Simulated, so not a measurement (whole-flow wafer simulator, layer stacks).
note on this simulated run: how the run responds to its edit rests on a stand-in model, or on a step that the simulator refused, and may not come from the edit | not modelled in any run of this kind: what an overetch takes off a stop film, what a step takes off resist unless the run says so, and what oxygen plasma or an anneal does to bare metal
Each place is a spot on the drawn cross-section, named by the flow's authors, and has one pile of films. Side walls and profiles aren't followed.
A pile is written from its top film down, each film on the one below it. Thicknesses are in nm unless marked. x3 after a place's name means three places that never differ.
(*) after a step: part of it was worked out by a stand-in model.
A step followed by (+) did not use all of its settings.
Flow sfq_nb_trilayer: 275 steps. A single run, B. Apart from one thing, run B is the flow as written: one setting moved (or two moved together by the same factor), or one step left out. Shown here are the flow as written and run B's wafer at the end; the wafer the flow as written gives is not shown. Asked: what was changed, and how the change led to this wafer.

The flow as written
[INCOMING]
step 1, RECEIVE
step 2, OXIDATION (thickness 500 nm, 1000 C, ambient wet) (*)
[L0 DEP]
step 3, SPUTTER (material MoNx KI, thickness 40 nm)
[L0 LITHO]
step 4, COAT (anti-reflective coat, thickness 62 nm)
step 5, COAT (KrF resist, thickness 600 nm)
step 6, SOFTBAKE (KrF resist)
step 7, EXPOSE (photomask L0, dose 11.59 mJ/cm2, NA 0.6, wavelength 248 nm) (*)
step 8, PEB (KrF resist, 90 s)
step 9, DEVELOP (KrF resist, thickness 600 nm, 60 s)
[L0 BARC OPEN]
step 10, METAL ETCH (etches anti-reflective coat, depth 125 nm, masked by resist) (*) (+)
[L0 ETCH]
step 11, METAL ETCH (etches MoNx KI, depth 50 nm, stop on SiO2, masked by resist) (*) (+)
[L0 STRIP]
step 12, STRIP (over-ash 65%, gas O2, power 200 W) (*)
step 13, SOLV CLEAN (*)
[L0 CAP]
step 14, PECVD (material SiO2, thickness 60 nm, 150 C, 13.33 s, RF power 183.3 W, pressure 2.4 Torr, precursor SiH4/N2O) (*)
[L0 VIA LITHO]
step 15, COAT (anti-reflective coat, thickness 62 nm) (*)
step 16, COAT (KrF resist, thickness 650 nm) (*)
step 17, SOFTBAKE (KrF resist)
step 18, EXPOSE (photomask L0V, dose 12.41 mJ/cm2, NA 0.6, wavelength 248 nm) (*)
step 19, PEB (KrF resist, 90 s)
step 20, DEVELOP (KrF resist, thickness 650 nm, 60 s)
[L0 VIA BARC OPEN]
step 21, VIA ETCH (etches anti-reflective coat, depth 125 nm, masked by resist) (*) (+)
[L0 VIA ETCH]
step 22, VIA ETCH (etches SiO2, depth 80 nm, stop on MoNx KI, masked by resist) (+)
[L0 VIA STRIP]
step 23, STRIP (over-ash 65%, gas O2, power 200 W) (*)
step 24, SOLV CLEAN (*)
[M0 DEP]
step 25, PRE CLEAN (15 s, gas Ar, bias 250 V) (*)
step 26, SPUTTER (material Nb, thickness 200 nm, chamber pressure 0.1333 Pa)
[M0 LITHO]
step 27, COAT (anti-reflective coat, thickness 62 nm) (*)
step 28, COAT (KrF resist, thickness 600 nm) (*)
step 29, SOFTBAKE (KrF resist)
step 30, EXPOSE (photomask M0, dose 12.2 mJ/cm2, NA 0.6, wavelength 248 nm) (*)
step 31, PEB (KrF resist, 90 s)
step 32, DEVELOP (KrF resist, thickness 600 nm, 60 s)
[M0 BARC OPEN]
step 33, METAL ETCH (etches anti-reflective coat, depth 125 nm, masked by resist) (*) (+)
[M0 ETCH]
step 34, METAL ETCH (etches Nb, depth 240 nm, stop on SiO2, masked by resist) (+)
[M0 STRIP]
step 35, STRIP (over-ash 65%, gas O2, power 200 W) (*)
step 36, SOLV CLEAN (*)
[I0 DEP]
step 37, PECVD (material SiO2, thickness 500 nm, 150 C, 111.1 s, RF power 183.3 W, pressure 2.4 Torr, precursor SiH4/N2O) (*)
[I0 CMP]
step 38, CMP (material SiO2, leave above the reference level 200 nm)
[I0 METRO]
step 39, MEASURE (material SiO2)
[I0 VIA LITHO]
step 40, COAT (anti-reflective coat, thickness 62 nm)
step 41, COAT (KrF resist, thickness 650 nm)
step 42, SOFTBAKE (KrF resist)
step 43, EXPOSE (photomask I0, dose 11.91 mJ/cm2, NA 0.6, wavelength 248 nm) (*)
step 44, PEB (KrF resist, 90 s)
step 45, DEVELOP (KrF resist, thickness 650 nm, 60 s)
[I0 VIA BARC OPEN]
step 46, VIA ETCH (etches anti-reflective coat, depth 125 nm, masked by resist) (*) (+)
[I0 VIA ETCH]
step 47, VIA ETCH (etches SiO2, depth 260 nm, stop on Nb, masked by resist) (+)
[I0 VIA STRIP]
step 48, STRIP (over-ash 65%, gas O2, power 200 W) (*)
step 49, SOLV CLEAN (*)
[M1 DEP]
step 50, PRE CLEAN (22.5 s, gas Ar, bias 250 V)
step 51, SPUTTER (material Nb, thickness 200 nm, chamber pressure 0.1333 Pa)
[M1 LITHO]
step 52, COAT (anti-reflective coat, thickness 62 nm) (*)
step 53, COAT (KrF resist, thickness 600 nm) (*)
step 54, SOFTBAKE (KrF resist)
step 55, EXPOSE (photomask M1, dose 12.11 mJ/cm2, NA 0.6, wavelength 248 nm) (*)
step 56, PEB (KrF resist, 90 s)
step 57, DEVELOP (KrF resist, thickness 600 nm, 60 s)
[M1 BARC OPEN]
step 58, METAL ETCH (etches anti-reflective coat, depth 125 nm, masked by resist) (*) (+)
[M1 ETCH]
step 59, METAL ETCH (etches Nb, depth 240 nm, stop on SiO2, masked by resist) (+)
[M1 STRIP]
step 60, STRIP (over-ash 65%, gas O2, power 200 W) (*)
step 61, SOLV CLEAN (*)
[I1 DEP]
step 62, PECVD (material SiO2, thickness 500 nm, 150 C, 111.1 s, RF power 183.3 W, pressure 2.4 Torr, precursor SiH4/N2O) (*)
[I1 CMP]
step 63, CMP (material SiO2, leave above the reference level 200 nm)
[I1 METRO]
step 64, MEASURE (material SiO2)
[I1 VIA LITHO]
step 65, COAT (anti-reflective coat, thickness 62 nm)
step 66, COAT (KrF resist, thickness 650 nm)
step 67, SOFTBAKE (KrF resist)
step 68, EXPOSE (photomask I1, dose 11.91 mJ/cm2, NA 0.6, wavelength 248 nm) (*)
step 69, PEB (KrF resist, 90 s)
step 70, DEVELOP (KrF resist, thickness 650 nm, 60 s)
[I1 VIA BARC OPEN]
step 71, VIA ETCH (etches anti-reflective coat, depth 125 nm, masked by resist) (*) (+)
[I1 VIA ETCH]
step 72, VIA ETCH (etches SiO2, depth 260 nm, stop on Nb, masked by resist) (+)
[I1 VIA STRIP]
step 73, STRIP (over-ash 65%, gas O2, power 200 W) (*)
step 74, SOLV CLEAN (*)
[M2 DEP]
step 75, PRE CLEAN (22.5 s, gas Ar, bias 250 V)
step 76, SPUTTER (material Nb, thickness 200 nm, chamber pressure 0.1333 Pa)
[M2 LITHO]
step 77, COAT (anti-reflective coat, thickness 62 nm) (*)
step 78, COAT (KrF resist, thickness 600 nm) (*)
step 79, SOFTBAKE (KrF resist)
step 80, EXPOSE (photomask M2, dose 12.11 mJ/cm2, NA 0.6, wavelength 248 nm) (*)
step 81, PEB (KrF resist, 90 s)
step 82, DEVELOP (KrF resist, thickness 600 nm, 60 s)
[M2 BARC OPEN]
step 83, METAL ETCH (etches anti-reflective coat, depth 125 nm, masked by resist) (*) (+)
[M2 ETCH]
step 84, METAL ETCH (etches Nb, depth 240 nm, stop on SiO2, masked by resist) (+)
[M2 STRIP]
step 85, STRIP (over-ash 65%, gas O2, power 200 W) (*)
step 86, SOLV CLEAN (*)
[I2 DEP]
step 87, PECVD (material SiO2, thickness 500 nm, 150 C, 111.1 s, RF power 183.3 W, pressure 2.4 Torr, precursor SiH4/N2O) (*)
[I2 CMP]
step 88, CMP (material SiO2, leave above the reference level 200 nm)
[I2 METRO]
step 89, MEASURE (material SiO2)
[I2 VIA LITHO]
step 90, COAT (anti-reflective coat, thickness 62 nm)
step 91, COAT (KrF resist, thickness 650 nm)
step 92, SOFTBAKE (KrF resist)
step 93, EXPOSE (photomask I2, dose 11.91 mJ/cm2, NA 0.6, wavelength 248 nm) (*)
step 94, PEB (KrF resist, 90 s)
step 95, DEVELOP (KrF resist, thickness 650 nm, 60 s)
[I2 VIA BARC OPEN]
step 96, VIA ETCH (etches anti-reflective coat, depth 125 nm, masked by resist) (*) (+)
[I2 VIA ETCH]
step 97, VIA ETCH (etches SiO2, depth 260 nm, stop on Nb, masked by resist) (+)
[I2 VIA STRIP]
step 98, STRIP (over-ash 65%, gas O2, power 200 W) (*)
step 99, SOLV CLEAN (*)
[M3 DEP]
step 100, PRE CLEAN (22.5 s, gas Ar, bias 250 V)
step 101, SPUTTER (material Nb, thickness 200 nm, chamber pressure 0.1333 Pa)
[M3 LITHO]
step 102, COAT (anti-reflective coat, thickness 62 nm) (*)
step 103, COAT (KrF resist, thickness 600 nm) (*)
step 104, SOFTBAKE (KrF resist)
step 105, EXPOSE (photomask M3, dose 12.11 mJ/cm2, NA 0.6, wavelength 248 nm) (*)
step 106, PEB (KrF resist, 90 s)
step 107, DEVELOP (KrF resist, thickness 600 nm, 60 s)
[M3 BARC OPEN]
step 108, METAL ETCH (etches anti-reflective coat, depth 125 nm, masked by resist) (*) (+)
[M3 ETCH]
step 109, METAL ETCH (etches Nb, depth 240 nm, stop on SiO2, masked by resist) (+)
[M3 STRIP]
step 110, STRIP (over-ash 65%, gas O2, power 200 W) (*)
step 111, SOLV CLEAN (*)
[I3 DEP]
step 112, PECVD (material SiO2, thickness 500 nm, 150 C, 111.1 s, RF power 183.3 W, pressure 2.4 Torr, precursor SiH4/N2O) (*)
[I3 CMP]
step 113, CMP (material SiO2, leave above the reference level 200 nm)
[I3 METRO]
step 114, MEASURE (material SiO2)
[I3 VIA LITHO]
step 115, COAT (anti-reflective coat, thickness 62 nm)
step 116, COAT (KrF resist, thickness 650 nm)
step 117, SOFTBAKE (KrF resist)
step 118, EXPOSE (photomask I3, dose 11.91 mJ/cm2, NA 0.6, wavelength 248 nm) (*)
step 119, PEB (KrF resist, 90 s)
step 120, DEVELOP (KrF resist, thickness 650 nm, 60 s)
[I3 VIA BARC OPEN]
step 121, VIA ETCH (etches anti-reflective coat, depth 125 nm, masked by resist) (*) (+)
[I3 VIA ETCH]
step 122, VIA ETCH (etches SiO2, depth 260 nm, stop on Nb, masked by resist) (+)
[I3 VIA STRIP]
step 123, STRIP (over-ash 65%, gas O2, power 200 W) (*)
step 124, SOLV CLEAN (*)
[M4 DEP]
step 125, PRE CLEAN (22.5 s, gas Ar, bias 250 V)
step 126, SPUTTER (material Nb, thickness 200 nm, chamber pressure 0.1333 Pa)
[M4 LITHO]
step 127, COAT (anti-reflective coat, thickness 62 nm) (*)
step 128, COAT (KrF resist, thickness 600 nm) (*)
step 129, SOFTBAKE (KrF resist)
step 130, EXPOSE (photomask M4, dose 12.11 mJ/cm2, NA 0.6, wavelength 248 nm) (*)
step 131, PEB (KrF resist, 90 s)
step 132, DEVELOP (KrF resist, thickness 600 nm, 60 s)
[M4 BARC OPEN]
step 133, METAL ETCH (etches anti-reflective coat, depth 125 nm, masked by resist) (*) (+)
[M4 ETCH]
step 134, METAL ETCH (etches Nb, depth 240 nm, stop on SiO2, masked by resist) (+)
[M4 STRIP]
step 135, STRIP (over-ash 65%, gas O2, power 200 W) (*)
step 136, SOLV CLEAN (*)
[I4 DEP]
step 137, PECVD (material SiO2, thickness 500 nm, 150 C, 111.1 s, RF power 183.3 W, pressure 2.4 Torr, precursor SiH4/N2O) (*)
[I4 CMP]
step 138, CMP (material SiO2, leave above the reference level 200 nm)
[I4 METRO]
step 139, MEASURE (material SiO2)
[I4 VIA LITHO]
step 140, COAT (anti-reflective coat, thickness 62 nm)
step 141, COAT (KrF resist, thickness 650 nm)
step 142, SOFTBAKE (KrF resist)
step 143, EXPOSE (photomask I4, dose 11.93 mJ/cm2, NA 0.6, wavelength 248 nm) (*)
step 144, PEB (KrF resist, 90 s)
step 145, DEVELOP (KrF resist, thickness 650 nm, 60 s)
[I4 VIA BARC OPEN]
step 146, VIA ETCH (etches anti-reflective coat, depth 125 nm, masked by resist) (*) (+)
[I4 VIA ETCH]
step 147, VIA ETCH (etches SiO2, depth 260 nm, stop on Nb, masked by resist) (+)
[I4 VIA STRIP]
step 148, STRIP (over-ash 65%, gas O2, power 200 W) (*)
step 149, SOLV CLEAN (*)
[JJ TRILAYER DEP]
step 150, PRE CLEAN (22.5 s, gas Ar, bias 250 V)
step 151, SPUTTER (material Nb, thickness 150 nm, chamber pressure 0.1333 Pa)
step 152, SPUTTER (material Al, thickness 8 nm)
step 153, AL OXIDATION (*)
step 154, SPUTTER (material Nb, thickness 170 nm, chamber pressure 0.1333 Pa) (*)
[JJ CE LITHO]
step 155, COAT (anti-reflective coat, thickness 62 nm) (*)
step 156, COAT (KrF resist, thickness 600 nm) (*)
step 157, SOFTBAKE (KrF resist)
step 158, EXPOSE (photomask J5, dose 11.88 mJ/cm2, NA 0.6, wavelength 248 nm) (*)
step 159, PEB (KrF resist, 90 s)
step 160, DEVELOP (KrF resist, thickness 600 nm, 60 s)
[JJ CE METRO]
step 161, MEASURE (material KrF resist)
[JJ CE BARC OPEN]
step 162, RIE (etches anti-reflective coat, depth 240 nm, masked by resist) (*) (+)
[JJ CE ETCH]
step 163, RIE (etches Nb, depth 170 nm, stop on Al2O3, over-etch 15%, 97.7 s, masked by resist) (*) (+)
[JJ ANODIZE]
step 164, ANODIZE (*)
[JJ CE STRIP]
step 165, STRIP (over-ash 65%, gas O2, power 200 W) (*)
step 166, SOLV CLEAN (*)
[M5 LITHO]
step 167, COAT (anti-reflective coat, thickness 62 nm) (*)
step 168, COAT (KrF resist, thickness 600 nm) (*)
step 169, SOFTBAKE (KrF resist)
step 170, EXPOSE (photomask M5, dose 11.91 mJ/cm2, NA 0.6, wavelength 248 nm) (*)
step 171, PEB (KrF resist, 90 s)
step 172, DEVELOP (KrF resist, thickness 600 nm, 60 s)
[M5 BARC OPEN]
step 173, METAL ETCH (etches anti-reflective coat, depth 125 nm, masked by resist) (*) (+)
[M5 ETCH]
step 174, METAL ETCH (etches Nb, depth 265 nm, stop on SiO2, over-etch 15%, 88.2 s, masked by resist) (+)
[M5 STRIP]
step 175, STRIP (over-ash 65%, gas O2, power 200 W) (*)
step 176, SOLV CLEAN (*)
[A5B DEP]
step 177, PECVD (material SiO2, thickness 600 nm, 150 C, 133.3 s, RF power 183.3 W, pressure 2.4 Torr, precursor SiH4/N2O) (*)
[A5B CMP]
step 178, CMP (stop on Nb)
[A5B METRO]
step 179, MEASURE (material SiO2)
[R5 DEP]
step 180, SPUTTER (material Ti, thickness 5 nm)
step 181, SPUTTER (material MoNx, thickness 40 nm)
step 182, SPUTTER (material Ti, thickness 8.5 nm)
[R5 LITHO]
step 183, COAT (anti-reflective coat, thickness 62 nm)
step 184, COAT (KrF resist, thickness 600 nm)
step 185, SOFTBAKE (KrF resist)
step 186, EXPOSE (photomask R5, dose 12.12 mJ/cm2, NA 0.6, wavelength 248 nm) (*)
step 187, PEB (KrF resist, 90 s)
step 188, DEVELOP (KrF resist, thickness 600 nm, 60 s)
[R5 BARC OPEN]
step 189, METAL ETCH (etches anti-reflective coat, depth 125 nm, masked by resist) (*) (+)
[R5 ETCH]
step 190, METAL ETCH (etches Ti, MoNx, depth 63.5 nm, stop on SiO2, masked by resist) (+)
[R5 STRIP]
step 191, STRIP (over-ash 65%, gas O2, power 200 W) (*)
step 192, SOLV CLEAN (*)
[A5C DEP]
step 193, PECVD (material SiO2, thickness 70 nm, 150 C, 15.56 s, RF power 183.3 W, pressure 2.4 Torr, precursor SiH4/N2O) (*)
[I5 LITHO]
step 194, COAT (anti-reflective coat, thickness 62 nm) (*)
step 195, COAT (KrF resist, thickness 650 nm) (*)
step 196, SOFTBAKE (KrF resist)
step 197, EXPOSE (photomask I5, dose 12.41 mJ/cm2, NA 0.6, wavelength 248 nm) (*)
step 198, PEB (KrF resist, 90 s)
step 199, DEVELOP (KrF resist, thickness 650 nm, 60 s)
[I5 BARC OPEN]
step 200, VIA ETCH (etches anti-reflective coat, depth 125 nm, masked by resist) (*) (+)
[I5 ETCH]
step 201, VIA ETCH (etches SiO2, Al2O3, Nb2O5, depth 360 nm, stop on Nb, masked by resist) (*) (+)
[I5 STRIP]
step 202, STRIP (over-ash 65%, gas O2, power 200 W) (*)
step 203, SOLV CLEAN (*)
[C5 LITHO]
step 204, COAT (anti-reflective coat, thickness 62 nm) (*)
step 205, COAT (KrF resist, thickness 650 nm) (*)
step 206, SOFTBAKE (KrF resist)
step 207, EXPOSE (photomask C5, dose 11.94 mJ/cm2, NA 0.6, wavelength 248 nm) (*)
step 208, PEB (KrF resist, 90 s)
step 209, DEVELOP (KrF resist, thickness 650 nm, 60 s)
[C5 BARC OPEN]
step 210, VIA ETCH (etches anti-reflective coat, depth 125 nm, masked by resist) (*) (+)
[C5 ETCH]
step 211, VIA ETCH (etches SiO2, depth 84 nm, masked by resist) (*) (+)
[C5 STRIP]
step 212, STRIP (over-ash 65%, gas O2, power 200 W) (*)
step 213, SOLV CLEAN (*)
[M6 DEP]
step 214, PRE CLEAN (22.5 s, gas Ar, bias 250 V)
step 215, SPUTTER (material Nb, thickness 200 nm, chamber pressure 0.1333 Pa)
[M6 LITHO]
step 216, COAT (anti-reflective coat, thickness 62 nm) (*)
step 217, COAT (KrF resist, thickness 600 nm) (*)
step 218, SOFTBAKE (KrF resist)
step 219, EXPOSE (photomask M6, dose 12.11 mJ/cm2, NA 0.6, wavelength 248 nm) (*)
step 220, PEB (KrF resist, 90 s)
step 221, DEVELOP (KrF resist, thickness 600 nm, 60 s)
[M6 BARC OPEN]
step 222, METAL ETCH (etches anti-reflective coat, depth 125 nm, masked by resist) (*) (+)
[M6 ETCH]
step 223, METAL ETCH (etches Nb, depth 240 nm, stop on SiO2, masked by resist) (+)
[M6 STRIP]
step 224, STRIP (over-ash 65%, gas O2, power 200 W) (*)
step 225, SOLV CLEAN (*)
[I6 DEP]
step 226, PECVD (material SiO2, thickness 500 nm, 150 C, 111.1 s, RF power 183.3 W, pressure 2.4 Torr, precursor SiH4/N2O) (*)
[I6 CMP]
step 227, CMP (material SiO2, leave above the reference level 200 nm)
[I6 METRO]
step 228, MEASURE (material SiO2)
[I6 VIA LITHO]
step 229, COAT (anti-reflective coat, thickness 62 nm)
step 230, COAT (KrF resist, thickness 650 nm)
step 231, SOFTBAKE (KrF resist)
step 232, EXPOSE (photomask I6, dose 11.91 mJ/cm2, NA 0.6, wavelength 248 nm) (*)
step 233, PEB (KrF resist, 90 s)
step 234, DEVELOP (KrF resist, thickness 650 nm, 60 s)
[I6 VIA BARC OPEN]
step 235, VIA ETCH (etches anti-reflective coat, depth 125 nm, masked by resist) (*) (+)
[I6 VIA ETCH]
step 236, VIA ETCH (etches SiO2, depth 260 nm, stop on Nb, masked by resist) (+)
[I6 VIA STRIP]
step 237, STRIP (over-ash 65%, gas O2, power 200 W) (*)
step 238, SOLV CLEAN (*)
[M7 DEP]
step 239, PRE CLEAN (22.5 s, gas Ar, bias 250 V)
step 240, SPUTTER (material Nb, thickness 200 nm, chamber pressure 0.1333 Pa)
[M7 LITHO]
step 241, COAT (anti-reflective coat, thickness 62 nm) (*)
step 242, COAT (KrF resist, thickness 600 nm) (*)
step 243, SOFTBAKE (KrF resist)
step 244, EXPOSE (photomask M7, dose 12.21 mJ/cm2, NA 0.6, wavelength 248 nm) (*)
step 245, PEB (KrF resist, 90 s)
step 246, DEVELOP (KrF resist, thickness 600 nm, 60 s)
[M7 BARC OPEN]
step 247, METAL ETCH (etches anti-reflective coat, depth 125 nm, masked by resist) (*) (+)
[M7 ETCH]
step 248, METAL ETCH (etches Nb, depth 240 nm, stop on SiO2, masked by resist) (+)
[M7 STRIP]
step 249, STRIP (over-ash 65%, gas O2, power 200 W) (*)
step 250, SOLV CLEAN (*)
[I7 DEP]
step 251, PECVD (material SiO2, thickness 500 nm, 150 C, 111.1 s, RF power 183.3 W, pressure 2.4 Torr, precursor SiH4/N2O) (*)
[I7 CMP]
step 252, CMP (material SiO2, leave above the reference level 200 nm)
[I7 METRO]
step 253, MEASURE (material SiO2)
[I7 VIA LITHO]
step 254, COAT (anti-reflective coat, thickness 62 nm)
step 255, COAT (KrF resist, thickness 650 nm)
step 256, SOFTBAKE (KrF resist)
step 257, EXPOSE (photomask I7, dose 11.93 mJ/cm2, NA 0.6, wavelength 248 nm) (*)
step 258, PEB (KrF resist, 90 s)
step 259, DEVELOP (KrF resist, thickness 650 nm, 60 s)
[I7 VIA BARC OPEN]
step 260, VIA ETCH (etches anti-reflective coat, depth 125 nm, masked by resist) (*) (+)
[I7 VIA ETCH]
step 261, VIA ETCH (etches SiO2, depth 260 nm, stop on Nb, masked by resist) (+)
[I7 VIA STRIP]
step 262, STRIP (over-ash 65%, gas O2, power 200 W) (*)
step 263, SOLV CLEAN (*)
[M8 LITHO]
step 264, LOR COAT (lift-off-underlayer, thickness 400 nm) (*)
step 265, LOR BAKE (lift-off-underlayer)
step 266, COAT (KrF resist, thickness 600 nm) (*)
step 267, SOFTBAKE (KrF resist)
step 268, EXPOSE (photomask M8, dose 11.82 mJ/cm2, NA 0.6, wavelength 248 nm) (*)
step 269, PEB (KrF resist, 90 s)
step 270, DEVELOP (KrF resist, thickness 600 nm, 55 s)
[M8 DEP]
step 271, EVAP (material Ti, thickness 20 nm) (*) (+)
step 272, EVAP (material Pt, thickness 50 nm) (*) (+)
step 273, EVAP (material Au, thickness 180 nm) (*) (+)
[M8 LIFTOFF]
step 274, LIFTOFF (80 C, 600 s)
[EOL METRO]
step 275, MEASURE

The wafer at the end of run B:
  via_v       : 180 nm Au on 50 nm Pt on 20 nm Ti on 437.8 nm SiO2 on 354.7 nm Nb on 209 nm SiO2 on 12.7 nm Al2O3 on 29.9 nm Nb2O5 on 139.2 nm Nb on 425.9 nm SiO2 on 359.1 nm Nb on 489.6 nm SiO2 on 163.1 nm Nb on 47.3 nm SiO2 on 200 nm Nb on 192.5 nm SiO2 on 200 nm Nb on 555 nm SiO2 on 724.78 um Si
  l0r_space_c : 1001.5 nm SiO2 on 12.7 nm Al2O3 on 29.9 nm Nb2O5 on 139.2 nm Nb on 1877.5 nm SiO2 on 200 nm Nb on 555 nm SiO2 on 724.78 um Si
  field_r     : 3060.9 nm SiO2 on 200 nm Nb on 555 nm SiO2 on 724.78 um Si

The reason: step 63, CMP: leave above the reference level 315 nm was run, while the flow as written has leave above the reference level 200 nm.

How this came from the change, step by step:
  step 63, CMP (material SiO2, leave above the reference level 200 nm)
      field_l, be, be_sur and 72 more: nothing (as written it would have been: -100 SiO2)
      lsp_m, ln_m6, lsp_r, l0_sur, l0v: nothing (as written it would have been: -94.9 SiO2)
      (also at 26 further places)
  step 65, COAT (anti-reflective coat, thickness 62 nm)
      wl_g_sr, m0r_space_r, m6r_space_r, m7r_space_r: +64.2 anti-reflective coat (new film) (as written it would have been: +62 anti-reflective coat (new film))
      l0r_line_l, m5r_space_l, m5r_space_r: +63.3 anti-reflective coat (new film) (as written it would have been: +62 anti-reflective coat (new film))
      (also at 21 further places)
  step 72, VIA ETCH (etches SiO2, depth 260 nm, stop on Nb, masked by resist) (+)
      via_v: -260 SiO2 (as written it would have been: -199.8 SiO2 (all of it))
  step 73, STRIP (over-ash 65%, gas O2, power 200 W) (*)
      m0r_space_l, m6r_space_l, m7r_space_l: -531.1 KrF resist (all of it), -64.1 anti-reflective coat (all of it) (as written it would have been: -528.6 KrF resist (all of it), -62 anti-reflective coat (all of it))
      m0r_space_r, m6r_space_r, m7r_space_r: -531 KrF resist (all of it), -64.2 anti-reflective coat (all of it) (as written it would have been: -528.6 KrF resist (all of it), -62 anti-reflective coat (all of it))
      (also at 22 further places)
  step 75, PRE CLEAN (22.5 s, gas Ar, bias 250 V)
      via_v: -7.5 SiO2 (as written it would have been: -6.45 Nb)
  step 76, SPUTTER (material Nb, thickness 200 nm, chamber pressure 0.1333 Pa)
      via_v: +163.1 Nb (new film) (as written it would have been: +174.5 Nb)
  step 77, COAT (anti-reflective coat, thickness 62 nm) (*)
      m0r_space_l, m6r_space_l, m7r_space_l: +64 anti-reflective coat (new film) (as written it would have been: +62 anti-reflective coat (new film))
      m0r_space_r, m6r_space_r, m7r_space_r: +63.9 anti-reflective coat (new film) (as written it would have been: +62 anti-reflective coat (new film))
      (also at 24 further places)
  step 78, COAT (KrF resist, thickness 600 nm) (*)
      via_v: +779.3 KrF resist (new film) (as written it would have been: +733.7 KrF resist (new film))
  step 83, METAL ETCH (etches anti-reflective coat, depth 125 nm, masked by resist) (*) (+)
      m0r_space_l, m6r_space_l, m7r_space_l: -64 anti-reflective coat (all of it) (as written it would have been: -62 anti-reflective coat (all of it))
      m0r_space_r, m6r_space_r, m7r_space_r: -63.9 anti-reflective coat (all of it) (as written it would have been: -62 anti-reflective coat (all of it))
      (also at 16 further places)
  step 85, STRIP (over-ash 65%, gas O2, power 200 W) (*)
      v_sur: -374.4 KrF resist (all of it), -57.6 anti-reflective coat (all of it) (as written it would have been: -380 KrF resist (all of it), -61.4 anti-reflective coat (all of it))
      via_wl: -372.3 KrF resist (all of it), -59.8 anti-reflective coat (all of it) (as written it would have been: -379.5 KrF resist (all of it), -61.3 anti-reflective coat (all of it))
      (also at 6 further places)
  step 87, PECVD (material SiO2, thickness 500 nm, 150 C, 111.1 s, RF power 183.3 W, pressure 2.4 Torr, precursor SiH4/N2O) (*)
      via_v: +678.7 SiO2 (new film) (as written it would have been: +606 SiO2 (new film))
  step 88, CMP (material SiO2, leave above the reference level 200 nm)
      field_l, be, be_sur and 72 more: -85 SiO2 (as written it would have been: -100 SiO2)
      lsp_m, ln_m6, lsp_r, l0_sur, l0v: -79.9 SiO2 (as written it would have been: -100 SiO2)
Taking metal films that touch as one body, via_v has 7 bodies (between them, from the top down: SiO2 437.8; SiO2 209 / Al2O3 12.7 / Nb2O5 29.9; SiO2 425.9; SiO2 489.6; SiO2 47.3; SiO2 192.5); the flow as written gives 6 bodies (between them, from the top down: SiO2 437.8; SiO2 209 / Al2O3 12.7 / Nb2O5 29.9; SiO2 425.9; SiO2 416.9; SiO2 192.5).
